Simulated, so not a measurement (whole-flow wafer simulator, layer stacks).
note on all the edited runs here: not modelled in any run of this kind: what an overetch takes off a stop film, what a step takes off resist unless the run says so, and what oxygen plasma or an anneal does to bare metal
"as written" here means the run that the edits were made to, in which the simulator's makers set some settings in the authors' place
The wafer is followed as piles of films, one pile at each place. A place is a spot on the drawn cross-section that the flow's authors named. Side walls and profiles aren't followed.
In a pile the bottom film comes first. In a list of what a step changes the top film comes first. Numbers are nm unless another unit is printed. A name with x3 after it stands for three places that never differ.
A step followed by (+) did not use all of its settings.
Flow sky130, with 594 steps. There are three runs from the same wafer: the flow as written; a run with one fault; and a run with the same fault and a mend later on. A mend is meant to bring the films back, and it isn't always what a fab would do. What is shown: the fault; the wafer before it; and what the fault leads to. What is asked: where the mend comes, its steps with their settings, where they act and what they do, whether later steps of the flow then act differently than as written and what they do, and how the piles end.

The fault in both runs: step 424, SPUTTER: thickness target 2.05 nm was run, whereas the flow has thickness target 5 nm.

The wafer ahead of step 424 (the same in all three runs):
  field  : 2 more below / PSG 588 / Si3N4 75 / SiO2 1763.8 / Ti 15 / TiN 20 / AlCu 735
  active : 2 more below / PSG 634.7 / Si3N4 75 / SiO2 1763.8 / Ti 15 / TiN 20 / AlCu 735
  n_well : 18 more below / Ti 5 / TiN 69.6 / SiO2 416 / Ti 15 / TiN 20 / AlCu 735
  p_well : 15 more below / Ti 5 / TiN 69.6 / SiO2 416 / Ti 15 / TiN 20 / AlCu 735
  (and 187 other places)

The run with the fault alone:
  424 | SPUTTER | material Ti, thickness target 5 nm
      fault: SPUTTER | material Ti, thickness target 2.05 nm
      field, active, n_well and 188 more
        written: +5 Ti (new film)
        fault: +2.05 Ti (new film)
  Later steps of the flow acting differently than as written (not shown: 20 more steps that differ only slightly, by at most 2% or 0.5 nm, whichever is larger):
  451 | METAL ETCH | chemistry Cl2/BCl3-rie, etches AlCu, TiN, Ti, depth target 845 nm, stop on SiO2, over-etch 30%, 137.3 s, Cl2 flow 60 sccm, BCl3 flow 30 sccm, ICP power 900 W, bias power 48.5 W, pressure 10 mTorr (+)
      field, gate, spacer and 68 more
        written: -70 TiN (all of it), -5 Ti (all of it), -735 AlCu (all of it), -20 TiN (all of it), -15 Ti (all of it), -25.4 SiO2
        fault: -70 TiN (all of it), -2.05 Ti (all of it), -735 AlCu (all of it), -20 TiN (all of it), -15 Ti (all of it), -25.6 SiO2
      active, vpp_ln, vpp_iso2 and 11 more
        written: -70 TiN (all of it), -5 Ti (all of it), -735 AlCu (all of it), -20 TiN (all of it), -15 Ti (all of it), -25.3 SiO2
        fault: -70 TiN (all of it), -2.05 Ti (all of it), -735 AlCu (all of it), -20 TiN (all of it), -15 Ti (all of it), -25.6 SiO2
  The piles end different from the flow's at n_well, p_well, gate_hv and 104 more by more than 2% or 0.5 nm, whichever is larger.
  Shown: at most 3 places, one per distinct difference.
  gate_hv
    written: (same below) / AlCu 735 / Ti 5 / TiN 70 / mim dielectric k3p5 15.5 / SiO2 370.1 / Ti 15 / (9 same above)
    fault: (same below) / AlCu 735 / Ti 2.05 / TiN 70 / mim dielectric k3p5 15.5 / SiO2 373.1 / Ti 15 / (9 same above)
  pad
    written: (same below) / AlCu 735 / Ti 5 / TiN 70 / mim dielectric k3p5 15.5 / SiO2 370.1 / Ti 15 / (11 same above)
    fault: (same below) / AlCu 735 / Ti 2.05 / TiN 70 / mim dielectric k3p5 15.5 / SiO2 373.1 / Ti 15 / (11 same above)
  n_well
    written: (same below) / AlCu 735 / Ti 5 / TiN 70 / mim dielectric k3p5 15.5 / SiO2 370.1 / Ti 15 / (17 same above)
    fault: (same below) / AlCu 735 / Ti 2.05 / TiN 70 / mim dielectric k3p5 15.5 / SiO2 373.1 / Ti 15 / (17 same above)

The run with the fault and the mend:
  After step 424 comes the mend.
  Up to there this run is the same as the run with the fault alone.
  424a | SPUTTER | material Ti, thickness target 2.95 nm (a further turn of the flow's step 424, with different settings)
      field, active, n_well and 188 more
        +2.95 Ti
  None of the later steps of the flow acts differently than as written at any place that is followed.
  At every place that both follow, the piles at the end match the flow's.
